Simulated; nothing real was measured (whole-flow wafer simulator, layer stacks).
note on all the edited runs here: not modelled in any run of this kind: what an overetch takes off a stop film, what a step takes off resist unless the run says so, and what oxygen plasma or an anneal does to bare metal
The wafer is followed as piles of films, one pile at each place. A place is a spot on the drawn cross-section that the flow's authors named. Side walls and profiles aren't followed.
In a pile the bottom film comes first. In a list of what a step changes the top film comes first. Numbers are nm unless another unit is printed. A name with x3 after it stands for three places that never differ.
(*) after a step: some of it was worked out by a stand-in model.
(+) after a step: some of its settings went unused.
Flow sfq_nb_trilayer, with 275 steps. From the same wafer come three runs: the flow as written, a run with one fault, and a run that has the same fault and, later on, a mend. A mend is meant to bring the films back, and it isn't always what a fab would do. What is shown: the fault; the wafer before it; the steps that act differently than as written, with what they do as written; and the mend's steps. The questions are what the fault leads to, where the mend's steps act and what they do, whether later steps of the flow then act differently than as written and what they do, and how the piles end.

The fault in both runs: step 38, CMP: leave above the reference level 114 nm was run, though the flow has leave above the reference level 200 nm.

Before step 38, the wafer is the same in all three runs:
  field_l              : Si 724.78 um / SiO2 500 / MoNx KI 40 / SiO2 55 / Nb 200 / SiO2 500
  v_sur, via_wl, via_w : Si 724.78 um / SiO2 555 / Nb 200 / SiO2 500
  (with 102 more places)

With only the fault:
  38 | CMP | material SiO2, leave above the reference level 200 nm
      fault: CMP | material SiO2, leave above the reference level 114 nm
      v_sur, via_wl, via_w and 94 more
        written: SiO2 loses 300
        fault: SiO2 loses 386
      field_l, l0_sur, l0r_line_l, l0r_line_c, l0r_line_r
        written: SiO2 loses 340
        fault: SiO2 loses 426
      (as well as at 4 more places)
  Later steps of the flow acting differently than as written (not shown: 4 more steps that differ only slightly, by at most 2% or 0.5 nm, whichever is larger):
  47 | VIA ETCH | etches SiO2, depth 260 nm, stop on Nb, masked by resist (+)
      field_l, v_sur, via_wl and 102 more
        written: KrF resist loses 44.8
        fault: KrF resist loses 29.4
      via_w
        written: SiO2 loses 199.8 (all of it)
        fault: SiO2 loses 113.8 (all of it)
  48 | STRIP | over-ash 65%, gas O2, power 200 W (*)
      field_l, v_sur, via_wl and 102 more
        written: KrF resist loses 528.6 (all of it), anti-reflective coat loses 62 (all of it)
        fault: KrF resist loses 544 (all of it), anti-reflective coat loses 62 (all of it)
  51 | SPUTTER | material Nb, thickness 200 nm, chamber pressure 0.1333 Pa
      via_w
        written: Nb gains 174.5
        fault: Nb gains 191.7
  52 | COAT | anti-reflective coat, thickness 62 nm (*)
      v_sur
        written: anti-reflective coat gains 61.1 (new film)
        fault: anti-reflective coat gains 56.7 (new film)
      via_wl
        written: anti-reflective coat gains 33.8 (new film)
        fault: anti-reflective coat gains 31.9 (new film)
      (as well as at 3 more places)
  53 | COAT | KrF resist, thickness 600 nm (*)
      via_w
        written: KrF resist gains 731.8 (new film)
        fault: KrF resist gains 656 (new film)
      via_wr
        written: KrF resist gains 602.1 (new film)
        fault: KrF resist gains 615 (new film)
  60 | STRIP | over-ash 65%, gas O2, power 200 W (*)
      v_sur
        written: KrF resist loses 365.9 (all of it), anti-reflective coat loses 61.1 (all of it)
        fault: KrF resist loses 376.6 (all of it), anti-reflective coat loses 56.7 (all of it)
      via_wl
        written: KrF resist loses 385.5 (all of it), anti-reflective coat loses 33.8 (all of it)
        fault: KrF resist loses 397.3 (all of it), anti-reflective coat loses 31.9 (all of it)
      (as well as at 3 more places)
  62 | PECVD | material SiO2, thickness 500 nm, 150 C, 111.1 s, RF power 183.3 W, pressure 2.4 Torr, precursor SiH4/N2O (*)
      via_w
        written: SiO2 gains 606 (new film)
        fault: SiO2 gains 500 (new film)
  By the end, the piles at field_l, v_sur, via_wl and 103 more depart from the flow's by more than 2% or 0.5 nm, whichever is larger.
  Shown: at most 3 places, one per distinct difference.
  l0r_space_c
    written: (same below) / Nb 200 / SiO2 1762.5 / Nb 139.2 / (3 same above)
    fault: (same below) / Nb 200 / SiO2 1676.5 / Nb 139.2 / (3 same above)
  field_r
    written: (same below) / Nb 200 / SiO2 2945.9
    fault: (same below) / Nb 200 / SiO2 2859.9
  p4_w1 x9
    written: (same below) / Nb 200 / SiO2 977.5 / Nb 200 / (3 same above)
    fault: (same below) / Nb 200 / SiO2 891.5 / Nb 200 / (3 same above)

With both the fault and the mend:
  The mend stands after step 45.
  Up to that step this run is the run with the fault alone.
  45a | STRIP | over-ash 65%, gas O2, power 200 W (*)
      field_l, v_sur, via_wl and 102 more
        KrF resist loses 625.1 (all of it), anti-reflective coat loses 62 (all of it)
      via_w
        anti-reflective coat loses 62 (all of it)
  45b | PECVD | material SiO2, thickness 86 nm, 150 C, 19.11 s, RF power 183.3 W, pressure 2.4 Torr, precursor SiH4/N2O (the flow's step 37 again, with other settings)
      field_l, v_sur, via_wl and 103 more
        SiO2 gains 86
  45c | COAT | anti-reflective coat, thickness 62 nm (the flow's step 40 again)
      field_l, v_sur, via_wl and 103 more
        anti-reflective coat gains 62 (new film)
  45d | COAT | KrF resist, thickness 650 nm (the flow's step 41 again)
      field_l, v_sur, via_wl and 103 more
        KrF resist gains 650 (new film)
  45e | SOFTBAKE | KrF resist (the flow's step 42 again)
      leaves every film unchanged at each place that is followed
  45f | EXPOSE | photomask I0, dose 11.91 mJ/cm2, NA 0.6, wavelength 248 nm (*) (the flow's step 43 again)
      leaves every film unchanged at each place that is followed
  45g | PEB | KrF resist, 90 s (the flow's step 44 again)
      field_l, v_sur, via_wl and 103 more
        KrF resist loses 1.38
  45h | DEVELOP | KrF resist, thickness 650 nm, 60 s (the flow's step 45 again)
      field_l, v_sur, via_wl and 102 more
        KrF resist loses 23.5
      via_w
        KrF resist loses 648.6 (all of it)
  Every later step of the flow that is run acts as written at every place that is followed.
  The piles end the same as the flow's at every place that both follow.
